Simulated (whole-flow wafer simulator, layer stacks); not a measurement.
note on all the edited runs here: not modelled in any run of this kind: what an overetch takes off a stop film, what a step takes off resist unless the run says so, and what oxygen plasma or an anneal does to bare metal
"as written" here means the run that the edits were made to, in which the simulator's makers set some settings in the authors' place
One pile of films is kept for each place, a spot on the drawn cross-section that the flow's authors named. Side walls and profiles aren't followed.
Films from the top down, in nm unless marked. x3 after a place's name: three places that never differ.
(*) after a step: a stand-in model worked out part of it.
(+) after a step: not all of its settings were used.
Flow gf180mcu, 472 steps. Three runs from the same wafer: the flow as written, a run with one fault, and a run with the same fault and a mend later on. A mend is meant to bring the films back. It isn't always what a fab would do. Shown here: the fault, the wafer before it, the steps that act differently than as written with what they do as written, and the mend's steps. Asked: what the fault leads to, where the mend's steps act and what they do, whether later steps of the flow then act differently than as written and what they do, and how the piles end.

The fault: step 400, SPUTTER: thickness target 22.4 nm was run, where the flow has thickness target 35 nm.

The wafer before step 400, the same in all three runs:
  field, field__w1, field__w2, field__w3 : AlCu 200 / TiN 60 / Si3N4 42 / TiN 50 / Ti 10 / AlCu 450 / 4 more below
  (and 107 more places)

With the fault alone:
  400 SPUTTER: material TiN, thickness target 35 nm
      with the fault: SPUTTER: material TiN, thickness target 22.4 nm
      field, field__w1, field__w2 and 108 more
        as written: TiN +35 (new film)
        with the fault: TiN +22.4 (new film)
  Later steps of the flow that act differently than as written (8 more steps differ only slightly, by at most 2% or 0.5 nm, whichever is larger, and aren't shown):
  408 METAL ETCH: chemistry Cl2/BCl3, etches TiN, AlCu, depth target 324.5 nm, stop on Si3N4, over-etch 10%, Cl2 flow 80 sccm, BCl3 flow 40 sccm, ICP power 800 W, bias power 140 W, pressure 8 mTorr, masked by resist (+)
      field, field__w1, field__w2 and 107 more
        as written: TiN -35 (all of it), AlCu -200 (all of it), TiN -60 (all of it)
        with the fault: TiN -22.4 (all of it), AlCu -200 (all of it), TiN -60 (all of it)
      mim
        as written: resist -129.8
        with the fault: resist -124.3
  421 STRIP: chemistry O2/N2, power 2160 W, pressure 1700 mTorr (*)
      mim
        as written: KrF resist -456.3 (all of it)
        with the fault: KrF resist -465.7 (all of it)
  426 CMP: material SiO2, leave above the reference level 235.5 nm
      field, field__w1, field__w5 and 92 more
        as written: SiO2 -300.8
        with the fault: SiO2 -313.4
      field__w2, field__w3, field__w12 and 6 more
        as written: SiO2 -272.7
        with the fault: SiO2 -285.3
  At the end the piles differ from the flow's by more than 2% or 0.5 nm, whichever is larger, at mim.
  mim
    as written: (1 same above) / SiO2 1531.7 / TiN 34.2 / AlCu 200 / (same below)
    with the fault: (1 same above) / SiO2 1531.7 / TiN 21.6 / AlCu 200 / (same below)

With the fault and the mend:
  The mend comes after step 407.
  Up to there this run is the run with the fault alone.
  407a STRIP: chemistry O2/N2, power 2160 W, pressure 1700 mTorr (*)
      mim
        resist -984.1 (all of it)
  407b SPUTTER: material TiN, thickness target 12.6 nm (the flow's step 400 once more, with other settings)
      field, field__w1, field__w2 and 108 more
        TiN +12.6
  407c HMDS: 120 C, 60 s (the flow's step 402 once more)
      changes no film at any place that is followed
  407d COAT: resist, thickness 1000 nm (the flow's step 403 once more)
      field, field__w1, field__w2 and 108 more
        resist +1000 (new film)
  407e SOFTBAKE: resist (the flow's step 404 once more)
      changes no film at any place that is followed
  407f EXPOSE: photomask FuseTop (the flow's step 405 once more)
      changes no film at any place that is followed
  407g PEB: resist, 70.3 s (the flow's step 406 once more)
      field, field__w1, field__w2 and 108 more
        resist -15.9
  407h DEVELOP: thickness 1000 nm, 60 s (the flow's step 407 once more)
      field, field__w1, field__w2 and 107 more
        resist -984.1 (all of it)
  No later step of the flow acts differently than as written at any place that is followed.
  At the end the piles are the same as the flow's at every place that both follow.
